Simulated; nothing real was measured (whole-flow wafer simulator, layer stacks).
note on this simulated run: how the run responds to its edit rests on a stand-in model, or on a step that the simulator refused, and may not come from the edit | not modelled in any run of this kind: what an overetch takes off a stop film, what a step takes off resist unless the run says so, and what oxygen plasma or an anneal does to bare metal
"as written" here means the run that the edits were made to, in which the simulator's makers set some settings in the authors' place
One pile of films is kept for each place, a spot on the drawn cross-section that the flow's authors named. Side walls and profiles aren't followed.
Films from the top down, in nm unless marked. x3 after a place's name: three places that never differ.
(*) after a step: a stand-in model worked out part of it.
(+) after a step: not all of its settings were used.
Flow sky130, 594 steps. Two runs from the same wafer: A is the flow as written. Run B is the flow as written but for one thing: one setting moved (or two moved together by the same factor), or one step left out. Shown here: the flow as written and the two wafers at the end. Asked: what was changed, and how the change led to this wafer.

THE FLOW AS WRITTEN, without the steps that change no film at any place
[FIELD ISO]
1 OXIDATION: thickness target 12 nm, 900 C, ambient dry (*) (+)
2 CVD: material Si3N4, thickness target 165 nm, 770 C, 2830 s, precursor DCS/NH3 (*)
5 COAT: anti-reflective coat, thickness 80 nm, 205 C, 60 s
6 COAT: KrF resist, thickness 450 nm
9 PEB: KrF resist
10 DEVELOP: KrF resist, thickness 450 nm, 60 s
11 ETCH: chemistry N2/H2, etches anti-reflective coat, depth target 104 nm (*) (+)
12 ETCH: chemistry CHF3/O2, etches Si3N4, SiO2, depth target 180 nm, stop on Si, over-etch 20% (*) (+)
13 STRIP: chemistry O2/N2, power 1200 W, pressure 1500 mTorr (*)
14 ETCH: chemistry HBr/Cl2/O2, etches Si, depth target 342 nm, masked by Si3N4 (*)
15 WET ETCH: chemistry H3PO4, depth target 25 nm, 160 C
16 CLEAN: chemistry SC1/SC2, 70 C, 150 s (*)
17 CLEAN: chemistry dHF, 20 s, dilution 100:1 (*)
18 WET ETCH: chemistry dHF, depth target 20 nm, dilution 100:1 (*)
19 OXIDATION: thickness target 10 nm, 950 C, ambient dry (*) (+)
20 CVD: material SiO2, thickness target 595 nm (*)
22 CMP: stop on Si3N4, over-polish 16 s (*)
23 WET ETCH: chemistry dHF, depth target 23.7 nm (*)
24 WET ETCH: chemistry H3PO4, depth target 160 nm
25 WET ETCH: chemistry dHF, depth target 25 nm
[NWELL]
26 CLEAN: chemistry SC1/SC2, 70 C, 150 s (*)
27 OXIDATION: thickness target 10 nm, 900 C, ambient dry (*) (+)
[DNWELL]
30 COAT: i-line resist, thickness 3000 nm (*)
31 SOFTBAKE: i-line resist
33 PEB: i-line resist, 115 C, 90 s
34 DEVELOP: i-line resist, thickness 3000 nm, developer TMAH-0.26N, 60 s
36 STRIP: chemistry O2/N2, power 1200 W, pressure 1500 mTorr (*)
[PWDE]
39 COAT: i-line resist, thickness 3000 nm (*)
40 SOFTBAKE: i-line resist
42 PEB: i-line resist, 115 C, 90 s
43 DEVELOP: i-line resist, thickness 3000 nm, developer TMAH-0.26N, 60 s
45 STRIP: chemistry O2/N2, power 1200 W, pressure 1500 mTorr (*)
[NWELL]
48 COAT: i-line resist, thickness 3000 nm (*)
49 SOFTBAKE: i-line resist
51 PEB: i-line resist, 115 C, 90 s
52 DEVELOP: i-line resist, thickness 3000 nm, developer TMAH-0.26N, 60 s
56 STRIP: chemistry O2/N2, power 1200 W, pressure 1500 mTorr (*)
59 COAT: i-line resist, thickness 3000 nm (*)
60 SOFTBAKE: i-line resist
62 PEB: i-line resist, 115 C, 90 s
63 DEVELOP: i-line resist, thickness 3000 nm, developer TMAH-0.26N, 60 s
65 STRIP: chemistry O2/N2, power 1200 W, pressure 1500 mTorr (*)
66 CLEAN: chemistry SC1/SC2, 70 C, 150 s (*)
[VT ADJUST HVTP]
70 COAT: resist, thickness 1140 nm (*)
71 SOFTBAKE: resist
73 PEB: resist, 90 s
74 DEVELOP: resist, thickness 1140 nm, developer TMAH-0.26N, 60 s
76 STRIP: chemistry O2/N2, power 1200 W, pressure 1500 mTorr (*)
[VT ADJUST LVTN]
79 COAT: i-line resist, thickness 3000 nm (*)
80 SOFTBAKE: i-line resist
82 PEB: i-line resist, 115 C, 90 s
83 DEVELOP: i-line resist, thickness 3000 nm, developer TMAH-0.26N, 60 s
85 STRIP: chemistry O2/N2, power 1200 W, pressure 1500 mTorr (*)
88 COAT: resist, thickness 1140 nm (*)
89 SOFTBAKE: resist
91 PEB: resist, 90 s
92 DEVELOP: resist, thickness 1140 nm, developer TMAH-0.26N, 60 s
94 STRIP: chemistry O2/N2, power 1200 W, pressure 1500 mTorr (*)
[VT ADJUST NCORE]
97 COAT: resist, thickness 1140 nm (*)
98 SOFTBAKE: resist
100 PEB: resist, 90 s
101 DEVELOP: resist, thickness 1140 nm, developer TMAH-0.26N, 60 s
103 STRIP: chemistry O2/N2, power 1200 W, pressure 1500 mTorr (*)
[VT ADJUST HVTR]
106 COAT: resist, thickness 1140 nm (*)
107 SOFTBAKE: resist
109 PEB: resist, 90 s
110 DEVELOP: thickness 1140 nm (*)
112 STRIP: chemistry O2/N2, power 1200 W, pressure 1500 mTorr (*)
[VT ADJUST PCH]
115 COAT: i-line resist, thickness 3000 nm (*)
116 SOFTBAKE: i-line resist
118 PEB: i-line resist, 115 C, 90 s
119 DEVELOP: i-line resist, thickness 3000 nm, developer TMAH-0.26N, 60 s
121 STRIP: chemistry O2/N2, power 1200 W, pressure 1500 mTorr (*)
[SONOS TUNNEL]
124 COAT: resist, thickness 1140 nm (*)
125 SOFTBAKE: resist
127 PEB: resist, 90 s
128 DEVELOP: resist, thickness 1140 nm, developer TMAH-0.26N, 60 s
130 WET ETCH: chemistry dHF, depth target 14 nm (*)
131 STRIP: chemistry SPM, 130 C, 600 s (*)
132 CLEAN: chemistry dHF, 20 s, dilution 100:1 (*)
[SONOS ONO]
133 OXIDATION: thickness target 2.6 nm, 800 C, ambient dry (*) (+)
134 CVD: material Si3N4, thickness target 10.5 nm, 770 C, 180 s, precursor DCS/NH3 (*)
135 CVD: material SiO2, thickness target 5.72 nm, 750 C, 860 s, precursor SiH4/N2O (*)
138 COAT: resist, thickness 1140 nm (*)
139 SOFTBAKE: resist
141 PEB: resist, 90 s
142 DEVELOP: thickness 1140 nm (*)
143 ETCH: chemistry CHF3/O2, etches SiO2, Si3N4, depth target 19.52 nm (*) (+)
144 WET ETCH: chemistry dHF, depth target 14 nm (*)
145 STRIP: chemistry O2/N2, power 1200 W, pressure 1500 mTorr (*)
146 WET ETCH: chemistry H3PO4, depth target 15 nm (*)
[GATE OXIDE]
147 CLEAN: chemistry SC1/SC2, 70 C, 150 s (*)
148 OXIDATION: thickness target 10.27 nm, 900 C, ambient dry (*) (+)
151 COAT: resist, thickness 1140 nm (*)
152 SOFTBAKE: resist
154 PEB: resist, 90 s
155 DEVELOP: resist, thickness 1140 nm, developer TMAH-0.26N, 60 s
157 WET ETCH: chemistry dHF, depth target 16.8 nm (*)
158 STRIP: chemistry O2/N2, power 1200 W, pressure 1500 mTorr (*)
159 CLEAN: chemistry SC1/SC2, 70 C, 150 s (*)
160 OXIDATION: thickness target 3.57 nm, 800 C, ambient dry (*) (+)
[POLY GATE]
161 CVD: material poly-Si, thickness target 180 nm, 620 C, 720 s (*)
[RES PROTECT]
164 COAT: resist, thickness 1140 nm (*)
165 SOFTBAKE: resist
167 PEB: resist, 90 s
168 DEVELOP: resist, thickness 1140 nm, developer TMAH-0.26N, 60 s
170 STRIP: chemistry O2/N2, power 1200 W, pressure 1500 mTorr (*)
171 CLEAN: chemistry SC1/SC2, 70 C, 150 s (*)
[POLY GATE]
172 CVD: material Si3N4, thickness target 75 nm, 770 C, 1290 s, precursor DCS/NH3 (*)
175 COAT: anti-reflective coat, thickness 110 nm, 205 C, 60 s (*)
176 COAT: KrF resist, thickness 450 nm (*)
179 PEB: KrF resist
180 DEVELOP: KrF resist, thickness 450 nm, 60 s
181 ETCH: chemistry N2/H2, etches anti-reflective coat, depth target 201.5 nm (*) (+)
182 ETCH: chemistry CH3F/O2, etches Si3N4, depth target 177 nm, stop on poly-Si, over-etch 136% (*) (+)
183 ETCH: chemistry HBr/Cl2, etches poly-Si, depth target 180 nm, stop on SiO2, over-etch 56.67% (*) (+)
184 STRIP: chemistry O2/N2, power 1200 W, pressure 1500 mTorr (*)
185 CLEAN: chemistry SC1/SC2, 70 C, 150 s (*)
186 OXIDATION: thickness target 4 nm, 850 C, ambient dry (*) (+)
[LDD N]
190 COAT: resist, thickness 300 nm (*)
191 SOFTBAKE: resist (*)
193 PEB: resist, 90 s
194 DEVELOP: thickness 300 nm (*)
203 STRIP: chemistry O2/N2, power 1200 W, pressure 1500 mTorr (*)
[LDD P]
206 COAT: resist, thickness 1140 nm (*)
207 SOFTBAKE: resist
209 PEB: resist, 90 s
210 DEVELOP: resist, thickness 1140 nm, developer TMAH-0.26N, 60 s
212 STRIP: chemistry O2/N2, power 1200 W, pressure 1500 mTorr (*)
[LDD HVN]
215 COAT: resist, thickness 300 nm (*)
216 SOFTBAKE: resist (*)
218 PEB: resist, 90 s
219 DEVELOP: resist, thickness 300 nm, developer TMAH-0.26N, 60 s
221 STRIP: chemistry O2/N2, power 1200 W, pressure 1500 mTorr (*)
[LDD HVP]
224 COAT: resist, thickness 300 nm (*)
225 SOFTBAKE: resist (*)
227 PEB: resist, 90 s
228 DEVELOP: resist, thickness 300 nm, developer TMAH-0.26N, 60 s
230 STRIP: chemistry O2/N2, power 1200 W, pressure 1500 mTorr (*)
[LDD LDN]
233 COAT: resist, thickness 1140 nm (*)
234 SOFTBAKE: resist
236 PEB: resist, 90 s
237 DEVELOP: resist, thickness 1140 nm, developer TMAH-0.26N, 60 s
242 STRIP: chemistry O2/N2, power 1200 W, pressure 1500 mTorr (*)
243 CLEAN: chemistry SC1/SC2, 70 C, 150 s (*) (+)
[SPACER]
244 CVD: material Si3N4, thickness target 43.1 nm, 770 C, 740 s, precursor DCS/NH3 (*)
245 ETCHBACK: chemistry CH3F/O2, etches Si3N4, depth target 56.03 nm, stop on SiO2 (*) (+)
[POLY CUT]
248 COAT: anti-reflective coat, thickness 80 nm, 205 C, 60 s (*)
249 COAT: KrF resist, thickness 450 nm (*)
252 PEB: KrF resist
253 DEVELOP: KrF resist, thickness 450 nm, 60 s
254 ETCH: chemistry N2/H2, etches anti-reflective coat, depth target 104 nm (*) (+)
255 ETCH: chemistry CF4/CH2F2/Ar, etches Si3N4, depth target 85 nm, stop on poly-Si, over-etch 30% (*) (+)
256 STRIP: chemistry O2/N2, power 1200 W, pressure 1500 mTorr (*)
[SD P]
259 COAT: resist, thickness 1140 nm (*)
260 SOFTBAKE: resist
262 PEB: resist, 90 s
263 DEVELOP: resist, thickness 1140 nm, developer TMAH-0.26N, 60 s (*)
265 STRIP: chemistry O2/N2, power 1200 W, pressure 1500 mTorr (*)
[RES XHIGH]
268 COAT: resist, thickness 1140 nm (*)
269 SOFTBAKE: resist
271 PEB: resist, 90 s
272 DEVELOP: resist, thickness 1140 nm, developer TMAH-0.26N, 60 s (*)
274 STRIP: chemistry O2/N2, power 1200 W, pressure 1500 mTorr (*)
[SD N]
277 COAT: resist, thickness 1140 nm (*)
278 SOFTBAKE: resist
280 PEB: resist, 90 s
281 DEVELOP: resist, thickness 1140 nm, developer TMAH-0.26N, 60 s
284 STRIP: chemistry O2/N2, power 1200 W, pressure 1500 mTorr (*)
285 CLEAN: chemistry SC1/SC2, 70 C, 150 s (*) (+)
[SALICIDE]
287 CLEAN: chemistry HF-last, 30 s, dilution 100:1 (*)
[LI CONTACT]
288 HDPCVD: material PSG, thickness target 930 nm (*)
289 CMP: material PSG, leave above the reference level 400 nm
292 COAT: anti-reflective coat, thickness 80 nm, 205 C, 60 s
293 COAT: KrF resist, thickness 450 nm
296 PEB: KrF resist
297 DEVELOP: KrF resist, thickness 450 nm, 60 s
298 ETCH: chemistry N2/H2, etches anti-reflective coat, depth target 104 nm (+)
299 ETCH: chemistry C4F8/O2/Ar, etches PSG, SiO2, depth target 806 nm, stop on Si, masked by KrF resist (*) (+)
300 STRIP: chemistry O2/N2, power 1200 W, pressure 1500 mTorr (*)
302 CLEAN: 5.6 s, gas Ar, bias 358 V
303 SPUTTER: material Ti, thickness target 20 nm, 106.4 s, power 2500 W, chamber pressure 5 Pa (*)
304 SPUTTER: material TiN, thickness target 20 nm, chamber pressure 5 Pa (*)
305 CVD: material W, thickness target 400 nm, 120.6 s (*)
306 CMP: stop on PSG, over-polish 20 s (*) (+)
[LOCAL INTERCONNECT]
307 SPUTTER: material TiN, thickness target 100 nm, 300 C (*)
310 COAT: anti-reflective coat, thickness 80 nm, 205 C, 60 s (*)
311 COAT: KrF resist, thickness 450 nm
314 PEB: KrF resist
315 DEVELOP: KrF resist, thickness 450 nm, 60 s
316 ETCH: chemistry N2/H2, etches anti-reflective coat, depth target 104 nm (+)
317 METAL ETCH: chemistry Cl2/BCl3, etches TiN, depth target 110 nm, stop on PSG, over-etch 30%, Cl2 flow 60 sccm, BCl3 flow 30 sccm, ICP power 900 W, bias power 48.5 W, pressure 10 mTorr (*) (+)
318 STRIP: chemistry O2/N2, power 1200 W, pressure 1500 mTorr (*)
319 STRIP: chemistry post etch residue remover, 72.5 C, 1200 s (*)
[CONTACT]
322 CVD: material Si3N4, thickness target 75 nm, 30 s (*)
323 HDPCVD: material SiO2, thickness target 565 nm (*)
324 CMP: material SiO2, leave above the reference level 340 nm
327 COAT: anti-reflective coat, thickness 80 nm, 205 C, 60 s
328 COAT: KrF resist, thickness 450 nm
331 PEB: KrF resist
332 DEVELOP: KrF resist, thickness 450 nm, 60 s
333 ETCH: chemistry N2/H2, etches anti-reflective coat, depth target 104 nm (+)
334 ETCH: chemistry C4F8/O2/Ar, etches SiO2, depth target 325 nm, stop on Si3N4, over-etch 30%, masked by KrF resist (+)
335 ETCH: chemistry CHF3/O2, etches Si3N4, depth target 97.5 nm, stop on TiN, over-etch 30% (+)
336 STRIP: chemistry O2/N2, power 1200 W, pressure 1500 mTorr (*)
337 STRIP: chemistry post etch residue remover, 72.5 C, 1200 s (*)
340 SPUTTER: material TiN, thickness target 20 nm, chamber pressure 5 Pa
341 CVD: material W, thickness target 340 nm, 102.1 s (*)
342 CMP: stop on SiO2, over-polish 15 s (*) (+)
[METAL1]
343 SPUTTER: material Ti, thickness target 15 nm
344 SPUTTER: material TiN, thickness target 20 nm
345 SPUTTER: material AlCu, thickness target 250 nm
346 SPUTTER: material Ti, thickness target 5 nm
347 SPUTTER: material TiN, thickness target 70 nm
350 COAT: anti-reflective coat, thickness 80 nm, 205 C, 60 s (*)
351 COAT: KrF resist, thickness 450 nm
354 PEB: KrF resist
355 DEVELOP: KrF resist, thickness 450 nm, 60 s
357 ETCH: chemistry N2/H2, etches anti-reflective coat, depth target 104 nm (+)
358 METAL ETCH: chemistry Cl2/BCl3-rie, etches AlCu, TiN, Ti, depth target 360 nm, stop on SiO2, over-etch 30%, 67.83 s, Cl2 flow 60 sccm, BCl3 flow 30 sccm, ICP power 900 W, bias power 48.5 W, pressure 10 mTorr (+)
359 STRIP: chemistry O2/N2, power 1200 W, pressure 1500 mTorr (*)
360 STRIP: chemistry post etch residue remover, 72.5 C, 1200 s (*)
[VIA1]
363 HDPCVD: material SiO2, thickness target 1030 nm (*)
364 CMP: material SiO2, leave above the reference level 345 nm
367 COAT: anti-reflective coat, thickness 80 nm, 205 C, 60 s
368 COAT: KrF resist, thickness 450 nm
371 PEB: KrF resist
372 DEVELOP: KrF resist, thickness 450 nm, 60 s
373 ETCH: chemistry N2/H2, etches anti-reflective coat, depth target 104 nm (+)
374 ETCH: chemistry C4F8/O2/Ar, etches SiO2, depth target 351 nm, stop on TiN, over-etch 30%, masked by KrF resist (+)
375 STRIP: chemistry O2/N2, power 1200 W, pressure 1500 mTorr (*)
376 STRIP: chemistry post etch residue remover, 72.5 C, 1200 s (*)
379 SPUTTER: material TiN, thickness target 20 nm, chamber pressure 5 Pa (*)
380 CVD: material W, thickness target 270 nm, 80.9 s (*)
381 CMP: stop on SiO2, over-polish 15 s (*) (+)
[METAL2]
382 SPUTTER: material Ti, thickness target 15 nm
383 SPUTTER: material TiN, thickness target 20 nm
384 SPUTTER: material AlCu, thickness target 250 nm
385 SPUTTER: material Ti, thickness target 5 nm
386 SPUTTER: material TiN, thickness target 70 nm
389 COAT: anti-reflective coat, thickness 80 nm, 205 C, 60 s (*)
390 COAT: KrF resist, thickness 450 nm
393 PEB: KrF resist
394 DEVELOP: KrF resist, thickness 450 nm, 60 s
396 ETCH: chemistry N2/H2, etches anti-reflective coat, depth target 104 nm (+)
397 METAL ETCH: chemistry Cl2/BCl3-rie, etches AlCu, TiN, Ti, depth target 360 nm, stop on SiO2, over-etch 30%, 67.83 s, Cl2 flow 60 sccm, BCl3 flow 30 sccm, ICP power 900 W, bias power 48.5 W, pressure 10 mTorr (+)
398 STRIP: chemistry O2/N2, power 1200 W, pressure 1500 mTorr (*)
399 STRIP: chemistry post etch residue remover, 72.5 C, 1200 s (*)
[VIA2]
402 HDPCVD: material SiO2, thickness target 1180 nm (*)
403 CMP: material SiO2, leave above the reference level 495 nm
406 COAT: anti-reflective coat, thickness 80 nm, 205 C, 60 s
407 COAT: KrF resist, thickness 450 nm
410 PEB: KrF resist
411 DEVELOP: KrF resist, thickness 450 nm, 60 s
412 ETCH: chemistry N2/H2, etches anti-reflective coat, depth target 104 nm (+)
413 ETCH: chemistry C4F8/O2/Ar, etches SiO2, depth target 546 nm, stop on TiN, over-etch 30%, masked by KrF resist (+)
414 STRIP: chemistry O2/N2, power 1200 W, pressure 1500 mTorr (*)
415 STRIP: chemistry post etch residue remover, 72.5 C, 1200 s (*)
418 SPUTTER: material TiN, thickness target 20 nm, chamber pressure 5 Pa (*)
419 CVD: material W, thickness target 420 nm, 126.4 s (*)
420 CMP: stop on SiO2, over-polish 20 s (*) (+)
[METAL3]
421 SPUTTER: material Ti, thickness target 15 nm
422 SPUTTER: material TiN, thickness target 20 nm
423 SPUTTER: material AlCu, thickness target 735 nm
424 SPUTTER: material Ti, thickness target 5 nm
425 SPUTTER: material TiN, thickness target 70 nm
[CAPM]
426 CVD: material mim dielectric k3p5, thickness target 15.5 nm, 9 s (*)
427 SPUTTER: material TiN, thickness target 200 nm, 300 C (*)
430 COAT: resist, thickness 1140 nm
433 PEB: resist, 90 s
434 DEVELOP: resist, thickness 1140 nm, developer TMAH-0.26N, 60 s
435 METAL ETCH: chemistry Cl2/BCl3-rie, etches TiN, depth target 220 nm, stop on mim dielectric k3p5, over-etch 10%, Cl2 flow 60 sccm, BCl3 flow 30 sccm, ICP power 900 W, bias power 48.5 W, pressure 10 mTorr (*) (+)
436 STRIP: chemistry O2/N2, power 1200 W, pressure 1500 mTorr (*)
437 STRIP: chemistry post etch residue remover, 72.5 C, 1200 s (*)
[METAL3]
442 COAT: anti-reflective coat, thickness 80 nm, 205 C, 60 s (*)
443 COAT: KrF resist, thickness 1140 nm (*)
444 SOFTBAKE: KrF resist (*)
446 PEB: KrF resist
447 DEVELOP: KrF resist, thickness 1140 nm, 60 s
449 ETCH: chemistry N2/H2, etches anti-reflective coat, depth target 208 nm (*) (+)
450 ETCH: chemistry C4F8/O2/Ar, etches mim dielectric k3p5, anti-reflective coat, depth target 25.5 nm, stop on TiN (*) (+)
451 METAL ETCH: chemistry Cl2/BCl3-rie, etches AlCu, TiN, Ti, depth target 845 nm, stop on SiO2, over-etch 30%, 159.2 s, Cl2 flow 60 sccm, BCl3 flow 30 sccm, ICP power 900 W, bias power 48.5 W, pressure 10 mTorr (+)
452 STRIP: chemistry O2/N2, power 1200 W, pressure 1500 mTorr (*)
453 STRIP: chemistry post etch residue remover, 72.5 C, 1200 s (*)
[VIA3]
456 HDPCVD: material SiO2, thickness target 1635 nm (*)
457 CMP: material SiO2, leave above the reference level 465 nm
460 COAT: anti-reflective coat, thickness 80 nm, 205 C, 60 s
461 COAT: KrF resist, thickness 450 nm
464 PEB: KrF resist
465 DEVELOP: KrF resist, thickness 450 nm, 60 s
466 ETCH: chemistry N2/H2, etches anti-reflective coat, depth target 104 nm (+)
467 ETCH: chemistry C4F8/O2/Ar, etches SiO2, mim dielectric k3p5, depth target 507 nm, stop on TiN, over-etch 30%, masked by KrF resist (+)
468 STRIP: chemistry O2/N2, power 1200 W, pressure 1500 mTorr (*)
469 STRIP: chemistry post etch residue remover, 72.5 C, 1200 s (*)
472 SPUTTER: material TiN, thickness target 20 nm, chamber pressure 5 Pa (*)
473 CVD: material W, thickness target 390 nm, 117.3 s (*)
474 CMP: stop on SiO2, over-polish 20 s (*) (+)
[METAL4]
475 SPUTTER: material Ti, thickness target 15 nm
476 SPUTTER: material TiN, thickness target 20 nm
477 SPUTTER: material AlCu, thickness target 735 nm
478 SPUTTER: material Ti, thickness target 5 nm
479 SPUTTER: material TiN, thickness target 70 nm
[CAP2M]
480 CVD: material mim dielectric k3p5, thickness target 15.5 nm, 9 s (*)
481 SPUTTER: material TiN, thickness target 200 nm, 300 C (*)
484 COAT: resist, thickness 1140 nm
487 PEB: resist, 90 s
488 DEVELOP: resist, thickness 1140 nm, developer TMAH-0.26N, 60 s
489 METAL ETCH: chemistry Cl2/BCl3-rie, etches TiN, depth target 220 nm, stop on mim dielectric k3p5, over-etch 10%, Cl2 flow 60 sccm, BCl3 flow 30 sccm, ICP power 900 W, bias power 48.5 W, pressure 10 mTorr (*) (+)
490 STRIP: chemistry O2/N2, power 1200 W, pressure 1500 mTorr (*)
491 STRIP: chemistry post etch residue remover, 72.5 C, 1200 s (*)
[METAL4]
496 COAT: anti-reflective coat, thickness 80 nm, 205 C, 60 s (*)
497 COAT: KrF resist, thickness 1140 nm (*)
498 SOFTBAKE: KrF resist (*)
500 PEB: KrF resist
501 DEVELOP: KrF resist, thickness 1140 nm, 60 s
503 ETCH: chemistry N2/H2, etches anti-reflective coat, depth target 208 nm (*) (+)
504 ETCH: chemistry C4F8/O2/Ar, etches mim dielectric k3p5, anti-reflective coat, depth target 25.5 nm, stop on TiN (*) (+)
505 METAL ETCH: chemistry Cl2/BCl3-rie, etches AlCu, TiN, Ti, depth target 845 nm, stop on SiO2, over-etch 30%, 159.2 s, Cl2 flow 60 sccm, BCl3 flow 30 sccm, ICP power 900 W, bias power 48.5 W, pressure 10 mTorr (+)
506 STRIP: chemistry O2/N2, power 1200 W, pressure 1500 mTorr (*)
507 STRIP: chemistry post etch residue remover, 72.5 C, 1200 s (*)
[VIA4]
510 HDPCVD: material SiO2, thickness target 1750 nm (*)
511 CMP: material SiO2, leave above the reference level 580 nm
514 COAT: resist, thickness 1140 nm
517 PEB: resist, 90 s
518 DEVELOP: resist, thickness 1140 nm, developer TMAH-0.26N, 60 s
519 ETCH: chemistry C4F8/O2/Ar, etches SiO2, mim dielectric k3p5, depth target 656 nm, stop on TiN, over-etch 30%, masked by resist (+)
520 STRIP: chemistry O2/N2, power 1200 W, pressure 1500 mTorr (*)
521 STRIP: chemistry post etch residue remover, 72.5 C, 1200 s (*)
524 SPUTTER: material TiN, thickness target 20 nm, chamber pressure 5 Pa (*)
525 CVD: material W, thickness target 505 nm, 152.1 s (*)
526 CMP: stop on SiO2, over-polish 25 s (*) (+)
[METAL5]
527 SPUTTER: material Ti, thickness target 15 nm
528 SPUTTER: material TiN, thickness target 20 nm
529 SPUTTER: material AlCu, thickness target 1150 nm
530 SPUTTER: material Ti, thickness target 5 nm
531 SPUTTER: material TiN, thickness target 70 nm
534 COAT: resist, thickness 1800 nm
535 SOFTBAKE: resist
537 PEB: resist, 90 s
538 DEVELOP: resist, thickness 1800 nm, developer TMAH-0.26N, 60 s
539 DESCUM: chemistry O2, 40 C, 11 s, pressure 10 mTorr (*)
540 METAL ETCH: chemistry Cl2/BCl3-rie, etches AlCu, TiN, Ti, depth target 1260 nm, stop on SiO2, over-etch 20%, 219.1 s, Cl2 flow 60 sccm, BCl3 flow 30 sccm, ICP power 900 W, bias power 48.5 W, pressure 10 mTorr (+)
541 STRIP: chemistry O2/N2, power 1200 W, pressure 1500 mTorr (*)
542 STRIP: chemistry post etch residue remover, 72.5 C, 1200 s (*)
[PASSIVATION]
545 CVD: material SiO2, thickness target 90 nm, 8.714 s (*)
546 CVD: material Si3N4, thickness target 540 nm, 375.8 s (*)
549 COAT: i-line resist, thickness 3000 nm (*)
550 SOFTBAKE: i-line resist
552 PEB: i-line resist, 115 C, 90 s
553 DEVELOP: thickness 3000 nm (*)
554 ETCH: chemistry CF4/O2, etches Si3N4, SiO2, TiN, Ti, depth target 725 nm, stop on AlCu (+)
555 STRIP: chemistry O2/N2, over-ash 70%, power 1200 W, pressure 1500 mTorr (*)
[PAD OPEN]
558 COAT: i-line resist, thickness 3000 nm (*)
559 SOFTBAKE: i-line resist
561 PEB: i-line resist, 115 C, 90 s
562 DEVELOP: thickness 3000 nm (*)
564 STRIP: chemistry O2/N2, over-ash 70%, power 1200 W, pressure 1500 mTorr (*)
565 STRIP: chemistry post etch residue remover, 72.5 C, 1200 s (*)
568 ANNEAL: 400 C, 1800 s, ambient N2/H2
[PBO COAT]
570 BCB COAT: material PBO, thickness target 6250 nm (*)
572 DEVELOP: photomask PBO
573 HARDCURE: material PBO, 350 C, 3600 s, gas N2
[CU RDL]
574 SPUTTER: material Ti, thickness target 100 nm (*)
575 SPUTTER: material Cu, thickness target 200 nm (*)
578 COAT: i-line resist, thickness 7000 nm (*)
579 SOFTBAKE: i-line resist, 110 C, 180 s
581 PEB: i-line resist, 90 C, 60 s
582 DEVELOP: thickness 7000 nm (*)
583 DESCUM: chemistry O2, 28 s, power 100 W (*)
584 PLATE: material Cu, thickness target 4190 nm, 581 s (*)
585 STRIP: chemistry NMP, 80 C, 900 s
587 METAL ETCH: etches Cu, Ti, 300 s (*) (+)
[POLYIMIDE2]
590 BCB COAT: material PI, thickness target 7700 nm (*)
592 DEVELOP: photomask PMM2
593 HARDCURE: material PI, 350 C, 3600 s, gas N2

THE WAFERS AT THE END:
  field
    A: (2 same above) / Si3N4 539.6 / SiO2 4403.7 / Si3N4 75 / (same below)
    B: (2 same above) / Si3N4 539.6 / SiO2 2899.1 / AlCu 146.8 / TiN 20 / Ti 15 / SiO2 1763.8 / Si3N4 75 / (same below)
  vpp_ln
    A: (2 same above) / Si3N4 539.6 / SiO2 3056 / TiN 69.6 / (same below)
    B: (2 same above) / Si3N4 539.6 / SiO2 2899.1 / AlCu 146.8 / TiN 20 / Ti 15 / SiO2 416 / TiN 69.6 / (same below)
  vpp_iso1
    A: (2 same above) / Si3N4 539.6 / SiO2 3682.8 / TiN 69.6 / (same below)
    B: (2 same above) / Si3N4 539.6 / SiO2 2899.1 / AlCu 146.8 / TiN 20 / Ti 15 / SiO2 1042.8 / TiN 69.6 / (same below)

The cause: step 423, SPUTTER: thickness target 1176 nm was run, where the flow has thickness target 735 nm.

How the change led to this, step by step:
  423 SPUTTER: material AlCu, thickness target 735 nm
      field, active, n_well and 188 more: A AlCu +735 (new film) | B AlCu +1176 (new film)
  451 METAL ETCH: chemistry Cl2/BCl3-rie, etches AlCu, TiN, Ti, depth target 845 nm, stop on SiO2, over-etch 30%, 159.2 s, Cl2 flow 60 sccm, BCl3 flow 30 sccm, ICP power 900 W, bias power 48.5 W, pressure 10 mTorr (+)
      field, active, gate and 69 more: A TiN -70 (all of it), Ti -5 (all of it), AlCu -735 (all of it), TiN -20 (all of it), Ti -15 (all of it), SiO2 -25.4 | B TiN -70 (all of it), Ti -5 (all of it), AlCu -1023.5
      vpp_ln, vpp_iso2, ndiff_ln and 10 more: A TiN -70 (all of it), Ti -5 (all of it), AlCu -735 (all of it), TiN -20 (all of it), Ti -15 (all of it), SiO2 -25.3 | B TiN -70 (all of it), Ti -5 (all of it), AlCu -1023.5
  453 STRIP: chemistry post etch residue remover, 72.5 C, 1200 s (*)
      field, active, gate and 82 more: A nothing | B AlCu -5.72
  456 HDPCVD: material SiO2, thickness target 1635 nm (*)
      field, active, gate and 82 more: A SiO2 +1635 | B SiO2 +1635 (new film)
  457 CMP: material SiO2, leave above the reference level 465 nm
      field, active, gate and 82 more: A SiO2 -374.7 | B SiO2 -140.8
Counting metal films that touch as one body, field has 1 body; the flow as written gives 0 bodies.
Counting metal films that touch as one body, vpp_ln has 3 bodies (between them, from the top down: SiO2 416; SiO2 267.2); the flow as written gives 2 bodies (between them, from the top down: SiO2 267.2).
Counting metal films that touch as one body, vpp_iso1 has 2 bodies (between them, from the top down: SiO2 1042.8); the flow as written gives 1 body.
